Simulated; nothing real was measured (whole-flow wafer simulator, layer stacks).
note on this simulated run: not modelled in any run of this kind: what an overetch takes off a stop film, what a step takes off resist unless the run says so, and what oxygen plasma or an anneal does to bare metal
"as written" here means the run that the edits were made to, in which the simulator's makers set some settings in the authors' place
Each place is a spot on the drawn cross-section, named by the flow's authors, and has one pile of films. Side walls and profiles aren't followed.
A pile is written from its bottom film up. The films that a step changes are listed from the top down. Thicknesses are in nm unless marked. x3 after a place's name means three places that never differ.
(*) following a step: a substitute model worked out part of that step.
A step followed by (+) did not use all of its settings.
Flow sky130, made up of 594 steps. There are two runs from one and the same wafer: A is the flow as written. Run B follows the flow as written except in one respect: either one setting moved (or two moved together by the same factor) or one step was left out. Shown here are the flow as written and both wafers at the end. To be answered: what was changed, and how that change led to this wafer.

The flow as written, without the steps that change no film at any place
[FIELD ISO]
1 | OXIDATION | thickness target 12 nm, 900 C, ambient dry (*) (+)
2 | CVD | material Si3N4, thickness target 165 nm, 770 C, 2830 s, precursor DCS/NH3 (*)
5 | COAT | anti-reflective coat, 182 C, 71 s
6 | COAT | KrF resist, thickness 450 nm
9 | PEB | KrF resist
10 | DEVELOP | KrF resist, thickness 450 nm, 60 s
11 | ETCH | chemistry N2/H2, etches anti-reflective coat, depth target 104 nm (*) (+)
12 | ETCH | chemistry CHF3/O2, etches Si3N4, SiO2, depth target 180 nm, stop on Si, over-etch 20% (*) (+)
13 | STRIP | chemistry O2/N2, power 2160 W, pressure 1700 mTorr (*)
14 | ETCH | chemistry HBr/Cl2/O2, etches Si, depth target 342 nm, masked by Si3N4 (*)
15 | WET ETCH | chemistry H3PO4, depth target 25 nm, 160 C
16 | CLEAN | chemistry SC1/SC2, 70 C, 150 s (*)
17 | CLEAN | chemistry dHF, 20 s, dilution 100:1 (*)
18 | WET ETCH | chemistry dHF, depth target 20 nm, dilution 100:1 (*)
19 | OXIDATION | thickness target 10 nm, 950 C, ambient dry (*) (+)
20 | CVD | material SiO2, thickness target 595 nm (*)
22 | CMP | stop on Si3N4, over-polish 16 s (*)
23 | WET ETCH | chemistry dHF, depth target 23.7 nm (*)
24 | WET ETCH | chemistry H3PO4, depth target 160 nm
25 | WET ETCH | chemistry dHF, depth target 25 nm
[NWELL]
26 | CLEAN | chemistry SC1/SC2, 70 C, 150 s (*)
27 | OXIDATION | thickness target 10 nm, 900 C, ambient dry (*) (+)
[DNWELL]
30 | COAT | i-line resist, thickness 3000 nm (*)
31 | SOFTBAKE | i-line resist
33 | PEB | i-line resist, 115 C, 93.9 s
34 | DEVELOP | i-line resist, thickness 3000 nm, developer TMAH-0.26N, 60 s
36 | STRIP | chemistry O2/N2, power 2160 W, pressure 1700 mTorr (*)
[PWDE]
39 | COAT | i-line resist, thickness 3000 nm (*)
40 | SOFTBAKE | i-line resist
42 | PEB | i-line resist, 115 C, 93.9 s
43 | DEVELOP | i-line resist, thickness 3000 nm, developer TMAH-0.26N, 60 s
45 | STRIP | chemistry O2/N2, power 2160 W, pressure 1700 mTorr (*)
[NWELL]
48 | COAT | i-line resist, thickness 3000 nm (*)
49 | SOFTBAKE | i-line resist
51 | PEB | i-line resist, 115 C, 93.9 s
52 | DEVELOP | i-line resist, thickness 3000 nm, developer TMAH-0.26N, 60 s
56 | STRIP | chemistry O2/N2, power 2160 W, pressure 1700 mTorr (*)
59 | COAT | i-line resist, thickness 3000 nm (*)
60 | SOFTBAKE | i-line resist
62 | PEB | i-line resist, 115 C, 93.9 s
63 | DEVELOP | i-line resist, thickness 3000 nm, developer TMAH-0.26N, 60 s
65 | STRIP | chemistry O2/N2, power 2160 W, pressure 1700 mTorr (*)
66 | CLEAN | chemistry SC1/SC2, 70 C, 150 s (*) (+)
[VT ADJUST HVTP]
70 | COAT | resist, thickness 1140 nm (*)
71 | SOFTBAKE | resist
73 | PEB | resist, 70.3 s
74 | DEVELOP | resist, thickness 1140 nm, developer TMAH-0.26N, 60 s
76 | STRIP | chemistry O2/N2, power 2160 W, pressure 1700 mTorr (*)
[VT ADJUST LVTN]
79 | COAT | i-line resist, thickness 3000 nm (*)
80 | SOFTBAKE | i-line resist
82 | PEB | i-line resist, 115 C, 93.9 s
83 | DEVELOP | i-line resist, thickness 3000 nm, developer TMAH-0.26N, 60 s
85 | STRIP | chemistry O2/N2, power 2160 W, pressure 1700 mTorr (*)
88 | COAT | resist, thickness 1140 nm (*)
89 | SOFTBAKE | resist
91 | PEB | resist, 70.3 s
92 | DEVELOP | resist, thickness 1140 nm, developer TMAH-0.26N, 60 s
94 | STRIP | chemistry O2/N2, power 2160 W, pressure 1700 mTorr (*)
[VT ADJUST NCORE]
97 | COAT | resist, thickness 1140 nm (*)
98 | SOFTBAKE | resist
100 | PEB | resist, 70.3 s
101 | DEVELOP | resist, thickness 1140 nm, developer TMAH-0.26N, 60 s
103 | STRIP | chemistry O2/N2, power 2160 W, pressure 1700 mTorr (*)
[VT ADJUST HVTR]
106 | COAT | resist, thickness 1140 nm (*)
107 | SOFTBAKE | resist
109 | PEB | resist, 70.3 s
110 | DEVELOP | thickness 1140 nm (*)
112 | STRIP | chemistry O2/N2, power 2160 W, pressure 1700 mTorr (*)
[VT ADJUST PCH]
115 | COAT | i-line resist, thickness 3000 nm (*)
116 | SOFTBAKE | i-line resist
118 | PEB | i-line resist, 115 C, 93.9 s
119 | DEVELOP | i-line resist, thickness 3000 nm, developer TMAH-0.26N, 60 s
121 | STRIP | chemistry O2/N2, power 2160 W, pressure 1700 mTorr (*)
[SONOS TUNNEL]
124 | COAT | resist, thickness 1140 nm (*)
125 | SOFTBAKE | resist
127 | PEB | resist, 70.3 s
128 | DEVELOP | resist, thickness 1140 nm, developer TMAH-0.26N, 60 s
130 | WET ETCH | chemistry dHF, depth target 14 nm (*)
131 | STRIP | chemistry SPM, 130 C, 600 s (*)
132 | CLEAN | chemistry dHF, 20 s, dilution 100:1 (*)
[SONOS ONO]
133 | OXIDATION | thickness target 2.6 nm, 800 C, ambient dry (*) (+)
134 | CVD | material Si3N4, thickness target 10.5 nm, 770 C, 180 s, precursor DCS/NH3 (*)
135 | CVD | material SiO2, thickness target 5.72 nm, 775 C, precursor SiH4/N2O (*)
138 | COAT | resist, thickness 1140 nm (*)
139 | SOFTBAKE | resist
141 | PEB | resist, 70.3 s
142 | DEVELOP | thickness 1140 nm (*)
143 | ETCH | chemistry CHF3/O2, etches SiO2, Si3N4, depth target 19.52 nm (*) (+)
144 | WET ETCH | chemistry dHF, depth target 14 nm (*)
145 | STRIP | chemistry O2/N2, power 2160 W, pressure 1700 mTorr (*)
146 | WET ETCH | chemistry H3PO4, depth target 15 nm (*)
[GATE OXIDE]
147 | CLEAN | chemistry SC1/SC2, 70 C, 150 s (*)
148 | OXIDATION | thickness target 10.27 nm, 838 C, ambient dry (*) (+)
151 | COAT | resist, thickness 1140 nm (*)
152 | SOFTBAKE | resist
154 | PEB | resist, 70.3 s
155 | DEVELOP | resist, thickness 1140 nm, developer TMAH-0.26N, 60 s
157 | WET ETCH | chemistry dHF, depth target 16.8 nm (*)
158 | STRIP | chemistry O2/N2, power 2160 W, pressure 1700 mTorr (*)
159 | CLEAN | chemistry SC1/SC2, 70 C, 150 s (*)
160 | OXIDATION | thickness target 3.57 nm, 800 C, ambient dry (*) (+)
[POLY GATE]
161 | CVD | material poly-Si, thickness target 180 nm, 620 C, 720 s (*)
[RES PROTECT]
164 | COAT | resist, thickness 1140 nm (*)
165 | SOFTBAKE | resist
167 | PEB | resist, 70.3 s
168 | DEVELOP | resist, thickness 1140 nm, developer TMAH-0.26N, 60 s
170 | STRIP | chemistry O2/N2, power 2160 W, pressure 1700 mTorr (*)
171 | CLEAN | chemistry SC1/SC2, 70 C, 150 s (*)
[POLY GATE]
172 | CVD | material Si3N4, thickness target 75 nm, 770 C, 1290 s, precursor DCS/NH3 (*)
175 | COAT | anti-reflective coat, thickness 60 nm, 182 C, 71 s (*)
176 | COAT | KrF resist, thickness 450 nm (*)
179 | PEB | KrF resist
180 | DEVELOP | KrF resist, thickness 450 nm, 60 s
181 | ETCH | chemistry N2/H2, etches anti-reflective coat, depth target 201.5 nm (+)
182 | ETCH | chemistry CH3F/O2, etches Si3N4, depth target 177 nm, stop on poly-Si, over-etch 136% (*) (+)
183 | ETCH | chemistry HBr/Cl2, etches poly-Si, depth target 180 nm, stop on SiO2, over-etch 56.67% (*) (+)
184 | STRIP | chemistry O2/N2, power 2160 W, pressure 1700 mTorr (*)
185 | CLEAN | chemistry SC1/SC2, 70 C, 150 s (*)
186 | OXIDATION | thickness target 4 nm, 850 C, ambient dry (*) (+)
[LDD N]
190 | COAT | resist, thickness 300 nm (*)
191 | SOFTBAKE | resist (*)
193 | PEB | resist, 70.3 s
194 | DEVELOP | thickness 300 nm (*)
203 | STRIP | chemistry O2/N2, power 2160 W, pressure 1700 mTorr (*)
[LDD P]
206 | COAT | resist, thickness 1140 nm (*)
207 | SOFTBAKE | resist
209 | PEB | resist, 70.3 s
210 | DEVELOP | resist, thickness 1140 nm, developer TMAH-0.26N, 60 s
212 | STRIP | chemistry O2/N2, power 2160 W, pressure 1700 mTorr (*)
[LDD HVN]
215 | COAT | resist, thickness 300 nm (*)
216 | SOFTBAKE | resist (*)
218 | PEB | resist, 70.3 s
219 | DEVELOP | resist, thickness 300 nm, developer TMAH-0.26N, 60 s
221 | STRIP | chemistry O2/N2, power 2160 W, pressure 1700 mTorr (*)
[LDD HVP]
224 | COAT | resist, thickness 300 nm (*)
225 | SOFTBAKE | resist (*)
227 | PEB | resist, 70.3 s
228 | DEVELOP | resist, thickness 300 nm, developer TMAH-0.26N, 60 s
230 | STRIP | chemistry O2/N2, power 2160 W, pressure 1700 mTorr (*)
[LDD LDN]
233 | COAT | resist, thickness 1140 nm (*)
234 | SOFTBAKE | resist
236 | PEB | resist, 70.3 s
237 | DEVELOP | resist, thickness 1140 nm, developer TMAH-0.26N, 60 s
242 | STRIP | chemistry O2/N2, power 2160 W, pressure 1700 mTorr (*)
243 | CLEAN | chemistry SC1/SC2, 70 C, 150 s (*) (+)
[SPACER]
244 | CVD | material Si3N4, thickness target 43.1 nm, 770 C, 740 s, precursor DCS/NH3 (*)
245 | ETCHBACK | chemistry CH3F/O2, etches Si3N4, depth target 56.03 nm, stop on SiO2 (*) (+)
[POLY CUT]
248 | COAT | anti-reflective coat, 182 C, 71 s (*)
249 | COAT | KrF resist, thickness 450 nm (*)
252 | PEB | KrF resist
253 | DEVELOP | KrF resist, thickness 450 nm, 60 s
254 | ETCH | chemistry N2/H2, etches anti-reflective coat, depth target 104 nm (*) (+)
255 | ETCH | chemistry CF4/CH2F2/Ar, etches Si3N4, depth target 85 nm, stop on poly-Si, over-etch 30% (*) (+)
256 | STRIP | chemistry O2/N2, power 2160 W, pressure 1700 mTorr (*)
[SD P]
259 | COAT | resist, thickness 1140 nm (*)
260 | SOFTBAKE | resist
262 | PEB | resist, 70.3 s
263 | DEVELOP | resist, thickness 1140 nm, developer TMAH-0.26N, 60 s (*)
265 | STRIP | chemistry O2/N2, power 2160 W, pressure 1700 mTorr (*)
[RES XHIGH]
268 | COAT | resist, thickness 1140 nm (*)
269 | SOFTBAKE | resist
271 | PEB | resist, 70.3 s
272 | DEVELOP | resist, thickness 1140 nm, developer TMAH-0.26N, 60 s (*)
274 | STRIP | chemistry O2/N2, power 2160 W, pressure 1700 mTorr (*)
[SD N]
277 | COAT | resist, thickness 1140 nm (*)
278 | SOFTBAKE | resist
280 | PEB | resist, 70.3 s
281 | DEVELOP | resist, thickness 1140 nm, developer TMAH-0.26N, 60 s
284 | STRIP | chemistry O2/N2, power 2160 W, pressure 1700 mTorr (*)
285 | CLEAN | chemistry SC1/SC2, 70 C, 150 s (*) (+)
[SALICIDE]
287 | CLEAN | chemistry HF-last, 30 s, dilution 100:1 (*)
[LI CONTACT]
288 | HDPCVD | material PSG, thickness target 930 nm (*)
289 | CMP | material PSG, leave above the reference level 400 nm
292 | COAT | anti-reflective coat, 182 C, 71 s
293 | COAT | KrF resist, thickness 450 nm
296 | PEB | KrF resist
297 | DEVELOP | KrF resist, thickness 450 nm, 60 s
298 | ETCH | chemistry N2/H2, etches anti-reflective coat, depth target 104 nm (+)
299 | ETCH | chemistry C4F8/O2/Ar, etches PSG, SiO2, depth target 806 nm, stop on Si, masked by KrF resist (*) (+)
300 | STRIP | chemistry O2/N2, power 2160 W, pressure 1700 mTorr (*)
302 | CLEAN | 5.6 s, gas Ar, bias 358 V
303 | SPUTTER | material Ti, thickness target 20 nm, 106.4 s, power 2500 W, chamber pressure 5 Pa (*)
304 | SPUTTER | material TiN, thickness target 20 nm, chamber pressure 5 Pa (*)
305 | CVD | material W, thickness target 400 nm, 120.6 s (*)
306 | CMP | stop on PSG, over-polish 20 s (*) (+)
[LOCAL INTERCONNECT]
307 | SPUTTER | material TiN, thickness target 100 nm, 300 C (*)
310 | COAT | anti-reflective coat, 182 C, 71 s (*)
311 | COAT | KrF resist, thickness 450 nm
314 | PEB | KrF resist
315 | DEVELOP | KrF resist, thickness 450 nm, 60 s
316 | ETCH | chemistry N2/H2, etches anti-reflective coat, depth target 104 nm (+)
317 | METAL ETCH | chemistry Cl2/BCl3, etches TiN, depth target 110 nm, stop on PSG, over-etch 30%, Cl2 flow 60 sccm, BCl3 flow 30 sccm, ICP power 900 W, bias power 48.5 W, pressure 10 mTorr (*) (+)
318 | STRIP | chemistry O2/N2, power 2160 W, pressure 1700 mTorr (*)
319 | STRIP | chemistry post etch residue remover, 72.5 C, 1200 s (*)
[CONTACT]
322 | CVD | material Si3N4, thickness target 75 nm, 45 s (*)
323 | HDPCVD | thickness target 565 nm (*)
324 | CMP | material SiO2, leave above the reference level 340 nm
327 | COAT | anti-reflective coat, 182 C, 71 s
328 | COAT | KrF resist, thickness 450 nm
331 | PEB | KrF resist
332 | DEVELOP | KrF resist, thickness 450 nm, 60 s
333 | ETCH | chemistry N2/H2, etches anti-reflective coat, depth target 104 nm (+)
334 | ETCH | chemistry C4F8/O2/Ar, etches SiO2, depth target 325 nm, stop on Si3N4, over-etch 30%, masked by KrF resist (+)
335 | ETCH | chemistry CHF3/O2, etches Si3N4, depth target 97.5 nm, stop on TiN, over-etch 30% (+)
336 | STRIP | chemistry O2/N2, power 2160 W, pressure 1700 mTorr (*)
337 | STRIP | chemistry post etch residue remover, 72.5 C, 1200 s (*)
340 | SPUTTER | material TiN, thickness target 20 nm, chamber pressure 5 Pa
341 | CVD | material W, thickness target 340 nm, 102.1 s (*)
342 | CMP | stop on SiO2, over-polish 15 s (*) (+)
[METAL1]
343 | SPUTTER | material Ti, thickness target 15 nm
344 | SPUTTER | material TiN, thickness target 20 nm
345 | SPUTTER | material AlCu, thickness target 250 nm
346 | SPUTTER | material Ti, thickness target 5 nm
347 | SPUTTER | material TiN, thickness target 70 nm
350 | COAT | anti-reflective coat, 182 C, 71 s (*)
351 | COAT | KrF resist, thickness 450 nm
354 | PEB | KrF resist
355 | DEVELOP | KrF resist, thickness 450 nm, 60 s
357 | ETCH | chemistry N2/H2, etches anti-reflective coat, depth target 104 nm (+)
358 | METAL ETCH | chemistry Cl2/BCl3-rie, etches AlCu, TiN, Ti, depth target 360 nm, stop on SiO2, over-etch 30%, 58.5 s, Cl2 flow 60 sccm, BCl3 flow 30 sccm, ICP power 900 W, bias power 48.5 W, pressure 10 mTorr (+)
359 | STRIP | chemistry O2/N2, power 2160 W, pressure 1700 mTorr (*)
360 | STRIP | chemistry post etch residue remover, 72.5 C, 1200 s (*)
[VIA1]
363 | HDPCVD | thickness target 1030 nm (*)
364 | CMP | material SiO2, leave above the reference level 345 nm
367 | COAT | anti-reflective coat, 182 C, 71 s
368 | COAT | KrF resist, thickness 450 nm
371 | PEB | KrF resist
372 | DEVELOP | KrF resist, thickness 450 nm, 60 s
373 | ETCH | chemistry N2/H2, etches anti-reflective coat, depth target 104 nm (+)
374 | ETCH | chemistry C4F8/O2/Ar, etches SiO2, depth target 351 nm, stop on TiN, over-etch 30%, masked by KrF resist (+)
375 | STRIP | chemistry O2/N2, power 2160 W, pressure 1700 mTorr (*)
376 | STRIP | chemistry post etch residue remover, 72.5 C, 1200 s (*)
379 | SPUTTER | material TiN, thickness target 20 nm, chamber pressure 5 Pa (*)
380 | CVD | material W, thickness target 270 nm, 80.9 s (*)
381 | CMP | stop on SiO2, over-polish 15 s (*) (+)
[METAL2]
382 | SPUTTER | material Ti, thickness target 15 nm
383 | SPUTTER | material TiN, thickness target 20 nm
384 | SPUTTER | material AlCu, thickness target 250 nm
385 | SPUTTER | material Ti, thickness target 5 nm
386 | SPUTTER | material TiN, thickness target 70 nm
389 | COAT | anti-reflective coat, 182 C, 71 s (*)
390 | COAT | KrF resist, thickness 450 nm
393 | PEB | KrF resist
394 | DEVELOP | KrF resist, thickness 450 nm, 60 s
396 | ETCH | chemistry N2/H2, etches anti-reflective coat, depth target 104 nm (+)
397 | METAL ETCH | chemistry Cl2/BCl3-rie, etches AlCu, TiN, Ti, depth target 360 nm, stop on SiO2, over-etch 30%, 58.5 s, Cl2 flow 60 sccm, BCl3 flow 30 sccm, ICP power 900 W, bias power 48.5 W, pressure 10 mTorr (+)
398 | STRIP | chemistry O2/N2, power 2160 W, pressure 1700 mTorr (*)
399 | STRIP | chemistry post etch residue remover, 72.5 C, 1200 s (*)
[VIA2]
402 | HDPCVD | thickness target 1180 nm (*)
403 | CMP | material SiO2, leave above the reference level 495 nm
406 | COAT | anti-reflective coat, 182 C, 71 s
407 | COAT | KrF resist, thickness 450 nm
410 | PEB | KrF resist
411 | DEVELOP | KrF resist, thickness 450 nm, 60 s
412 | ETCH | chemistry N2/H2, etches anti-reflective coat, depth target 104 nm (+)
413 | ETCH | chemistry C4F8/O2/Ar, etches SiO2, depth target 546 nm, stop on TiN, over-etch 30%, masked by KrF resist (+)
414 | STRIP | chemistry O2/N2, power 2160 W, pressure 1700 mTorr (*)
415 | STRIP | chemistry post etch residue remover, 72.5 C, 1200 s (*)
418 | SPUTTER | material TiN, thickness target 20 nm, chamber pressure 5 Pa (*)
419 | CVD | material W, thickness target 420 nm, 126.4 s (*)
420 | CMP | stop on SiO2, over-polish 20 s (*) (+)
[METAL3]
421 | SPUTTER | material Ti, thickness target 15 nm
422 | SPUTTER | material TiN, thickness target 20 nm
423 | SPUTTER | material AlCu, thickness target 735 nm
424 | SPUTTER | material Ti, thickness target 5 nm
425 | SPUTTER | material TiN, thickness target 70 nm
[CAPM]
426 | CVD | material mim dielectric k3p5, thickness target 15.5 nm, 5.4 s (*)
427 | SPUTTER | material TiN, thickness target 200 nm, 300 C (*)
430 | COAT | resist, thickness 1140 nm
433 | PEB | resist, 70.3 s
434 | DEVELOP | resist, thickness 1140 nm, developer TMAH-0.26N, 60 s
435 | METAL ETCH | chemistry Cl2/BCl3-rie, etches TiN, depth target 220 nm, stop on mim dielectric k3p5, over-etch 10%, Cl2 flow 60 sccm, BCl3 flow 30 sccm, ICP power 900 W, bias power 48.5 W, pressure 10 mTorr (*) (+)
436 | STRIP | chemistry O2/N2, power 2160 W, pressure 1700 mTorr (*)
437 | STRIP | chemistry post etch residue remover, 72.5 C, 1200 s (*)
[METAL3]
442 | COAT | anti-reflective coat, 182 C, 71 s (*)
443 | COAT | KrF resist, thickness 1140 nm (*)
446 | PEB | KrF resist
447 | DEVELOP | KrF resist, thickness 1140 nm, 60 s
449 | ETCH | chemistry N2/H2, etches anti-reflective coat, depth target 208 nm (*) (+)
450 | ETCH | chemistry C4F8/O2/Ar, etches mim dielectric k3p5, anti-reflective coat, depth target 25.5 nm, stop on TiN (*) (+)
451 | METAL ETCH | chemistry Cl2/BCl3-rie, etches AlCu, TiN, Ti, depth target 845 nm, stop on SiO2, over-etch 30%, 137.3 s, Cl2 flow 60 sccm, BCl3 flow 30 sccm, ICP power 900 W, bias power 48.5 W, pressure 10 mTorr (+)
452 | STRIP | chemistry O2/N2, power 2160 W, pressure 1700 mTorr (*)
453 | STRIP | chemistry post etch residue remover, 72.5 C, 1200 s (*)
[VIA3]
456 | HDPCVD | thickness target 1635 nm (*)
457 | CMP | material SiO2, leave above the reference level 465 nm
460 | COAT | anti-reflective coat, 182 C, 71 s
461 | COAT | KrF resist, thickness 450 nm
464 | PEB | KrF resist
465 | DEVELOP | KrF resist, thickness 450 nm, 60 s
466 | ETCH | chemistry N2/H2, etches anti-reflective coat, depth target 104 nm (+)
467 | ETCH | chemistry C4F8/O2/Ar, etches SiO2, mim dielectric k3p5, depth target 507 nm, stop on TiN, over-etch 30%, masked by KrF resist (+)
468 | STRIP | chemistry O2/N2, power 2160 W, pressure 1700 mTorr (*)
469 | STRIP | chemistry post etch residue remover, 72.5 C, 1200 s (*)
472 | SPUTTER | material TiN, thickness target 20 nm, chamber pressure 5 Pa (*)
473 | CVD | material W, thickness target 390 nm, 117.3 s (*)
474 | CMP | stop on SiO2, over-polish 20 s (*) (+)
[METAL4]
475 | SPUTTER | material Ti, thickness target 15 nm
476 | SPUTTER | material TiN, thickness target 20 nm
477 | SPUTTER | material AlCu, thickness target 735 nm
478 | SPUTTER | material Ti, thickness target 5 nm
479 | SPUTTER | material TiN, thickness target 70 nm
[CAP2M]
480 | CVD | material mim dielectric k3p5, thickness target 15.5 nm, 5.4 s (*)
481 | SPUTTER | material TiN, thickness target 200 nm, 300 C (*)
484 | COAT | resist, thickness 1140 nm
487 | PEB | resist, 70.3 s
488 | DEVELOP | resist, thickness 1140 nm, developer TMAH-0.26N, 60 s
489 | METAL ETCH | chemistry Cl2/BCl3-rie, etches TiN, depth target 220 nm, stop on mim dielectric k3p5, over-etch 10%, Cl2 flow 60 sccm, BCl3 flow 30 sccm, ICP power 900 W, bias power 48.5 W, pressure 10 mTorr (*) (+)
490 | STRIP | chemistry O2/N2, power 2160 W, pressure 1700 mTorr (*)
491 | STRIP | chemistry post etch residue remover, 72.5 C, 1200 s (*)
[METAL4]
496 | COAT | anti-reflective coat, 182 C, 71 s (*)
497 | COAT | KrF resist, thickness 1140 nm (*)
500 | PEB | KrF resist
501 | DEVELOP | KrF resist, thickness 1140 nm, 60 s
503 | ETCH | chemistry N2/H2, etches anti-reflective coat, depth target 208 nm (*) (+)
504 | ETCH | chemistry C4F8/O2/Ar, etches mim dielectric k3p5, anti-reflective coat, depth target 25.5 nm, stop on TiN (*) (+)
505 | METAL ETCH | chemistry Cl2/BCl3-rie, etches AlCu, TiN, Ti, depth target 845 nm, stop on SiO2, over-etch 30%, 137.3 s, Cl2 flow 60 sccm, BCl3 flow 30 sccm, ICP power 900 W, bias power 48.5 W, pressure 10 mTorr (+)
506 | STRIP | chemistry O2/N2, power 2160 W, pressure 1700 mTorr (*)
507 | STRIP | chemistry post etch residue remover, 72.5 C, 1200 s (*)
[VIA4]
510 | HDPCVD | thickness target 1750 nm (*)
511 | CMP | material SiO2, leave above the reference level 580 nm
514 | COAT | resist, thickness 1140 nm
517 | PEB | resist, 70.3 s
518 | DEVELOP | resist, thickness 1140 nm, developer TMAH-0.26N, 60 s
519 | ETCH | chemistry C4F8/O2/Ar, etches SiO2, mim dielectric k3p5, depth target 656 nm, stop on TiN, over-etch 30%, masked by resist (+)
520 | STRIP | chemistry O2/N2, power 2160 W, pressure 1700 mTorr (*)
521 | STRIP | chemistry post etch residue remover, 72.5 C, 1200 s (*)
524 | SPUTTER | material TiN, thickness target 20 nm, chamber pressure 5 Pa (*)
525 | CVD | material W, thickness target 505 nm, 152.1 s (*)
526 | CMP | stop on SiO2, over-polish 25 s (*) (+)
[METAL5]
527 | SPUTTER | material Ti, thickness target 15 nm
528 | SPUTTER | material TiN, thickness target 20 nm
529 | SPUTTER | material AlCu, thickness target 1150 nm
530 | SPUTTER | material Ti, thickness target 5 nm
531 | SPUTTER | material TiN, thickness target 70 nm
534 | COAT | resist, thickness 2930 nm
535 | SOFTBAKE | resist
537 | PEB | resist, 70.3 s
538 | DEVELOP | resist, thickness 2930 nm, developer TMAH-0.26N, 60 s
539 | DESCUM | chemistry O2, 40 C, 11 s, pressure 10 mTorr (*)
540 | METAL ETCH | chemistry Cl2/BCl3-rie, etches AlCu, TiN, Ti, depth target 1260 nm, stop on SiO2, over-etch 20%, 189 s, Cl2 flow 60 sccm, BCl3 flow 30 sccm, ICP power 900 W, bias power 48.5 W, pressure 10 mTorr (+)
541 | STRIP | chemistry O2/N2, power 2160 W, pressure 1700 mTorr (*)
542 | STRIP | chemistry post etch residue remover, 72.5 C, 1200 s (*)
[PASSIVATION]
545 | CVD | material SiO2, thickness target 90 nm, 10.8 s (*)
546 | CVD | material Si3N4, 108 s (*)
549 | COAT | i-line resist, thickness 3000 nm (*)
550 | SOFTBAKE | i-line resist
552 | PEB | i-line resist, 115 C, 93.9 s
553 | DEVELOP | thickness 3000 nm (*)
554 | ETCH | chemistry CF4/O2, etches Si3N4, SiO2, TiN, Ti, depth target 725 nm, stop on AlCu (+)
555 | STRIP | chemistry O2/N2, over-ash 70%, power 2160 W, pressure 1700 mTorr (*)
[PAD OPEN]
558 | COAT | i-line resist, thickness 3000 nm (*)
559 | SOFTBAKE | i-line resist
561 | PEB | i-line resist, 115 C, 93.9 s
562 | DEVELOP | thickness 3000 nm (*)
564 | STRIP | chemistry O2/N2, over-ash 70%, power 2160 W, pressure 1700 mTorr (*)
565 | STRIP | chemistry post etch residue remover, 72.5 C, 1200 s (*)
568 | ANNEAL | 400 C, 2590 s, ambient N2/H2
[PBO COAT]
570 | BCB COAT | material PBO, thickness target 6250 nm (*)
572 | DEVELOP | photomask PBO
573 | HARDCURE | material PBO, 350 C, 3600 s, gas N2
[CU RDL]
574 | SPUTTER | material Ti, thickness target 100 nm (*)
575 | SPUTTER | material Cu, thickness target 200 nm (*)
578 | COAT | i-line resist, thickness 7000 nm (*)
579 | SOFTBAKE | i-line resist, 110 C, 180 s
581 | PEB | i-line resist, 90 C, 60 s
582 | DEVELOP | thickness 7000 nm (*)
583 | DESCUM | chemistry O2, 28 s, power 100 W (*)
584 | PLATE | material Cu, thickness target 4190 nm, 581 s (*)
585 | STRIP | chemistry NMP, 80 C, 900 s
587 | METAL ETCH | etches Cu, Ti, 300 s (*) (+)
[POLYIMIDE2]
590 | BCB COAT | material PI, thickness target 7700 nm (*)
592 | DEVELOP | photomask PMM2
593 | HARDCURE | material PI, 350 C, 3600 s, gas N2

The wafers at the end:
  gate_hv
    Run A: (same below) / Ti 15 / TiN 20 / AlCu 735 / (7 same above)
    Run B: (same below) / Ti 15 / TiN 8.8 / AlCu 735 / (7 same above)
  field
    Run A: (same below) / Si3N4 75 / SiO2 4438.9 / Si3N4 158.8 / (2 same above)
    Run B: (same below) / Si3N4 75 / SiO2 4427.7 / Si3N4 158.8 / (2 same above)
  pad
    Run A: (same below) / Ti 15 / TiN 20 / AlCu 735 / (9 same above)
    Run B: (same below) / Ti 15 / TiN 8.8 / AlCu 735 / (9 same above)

The reason: step 476, SPUTTER: thickness target 8.8 nm was run, though the flow has thickness target 20 nm.
The wafer itself shows it: gate_hv has TiN 8.8, and step 476 as written asks for 20 nm.

How this came from the change, step by step:
  476 | SPUTTER | material TiN, thickness target 20 nm
      field, active, n_well and 189 more: A TiN gains 20 (new film) | B TiN gains 8.8 (new film)
  505 | METAL ETCH | chemistry Cl2/BCl3-rie, etches AlCu, TiN, Ti, depth target 845 nm, stop on SiO2, over-etch 30%, 137.3 s, Cl2 flow 60 sccm, BCl3 flow 30 sccm, ICP power 900 W, bias power 48.5 W, pressure 10 mTorr (+)
      field, gate, spacer and 68 more: A TiN loses 70 (all of it), Ti loses 5 (all of it), AlCu loses 735 (all of it), TiN loses 20 (all of it), Ti loses 15 (all of it), SiO2 loses 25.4 | B TiN loses 70 (all of it), Ti loses 5 (all of it), AlCu loses 735 (all of it), TiN loses 8.8 (all of it), Ti loses 15 (all of it), SiO2 loses 26.5
      active, vpp_iso1, mim_edge_plate and 14 more: A TiN loses 70 (all of it), Ti loses 5 (all of it), AlCu loses 735 (all of it), TiN loses 20 (all of it), Ti loses 15 (all of it), SiO2 loses 25.3 | B TiN loses 70 (all of it), Ti loses 5 (all of it), AlCu loses 735 (all of it), TiN loses 8.8 (all of it), Ti loses 15 (all of it), SiO2 loses 26.5
  511 | CMP | material SiO2, leave above the reference level 580 nm
      field, active, gate and 77 more: A SiO2 loses 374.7 | B SiO2 loses 384.7
      iso_guard__w1, mim_edge_gap, vpp_l1ln, vpp_m3ln, rpm_encl, via2_enc, rpm_encl_psd, iso_guard_nsd_tip: A SiO2 loses 374.6 | B SiO2 loses 384.7
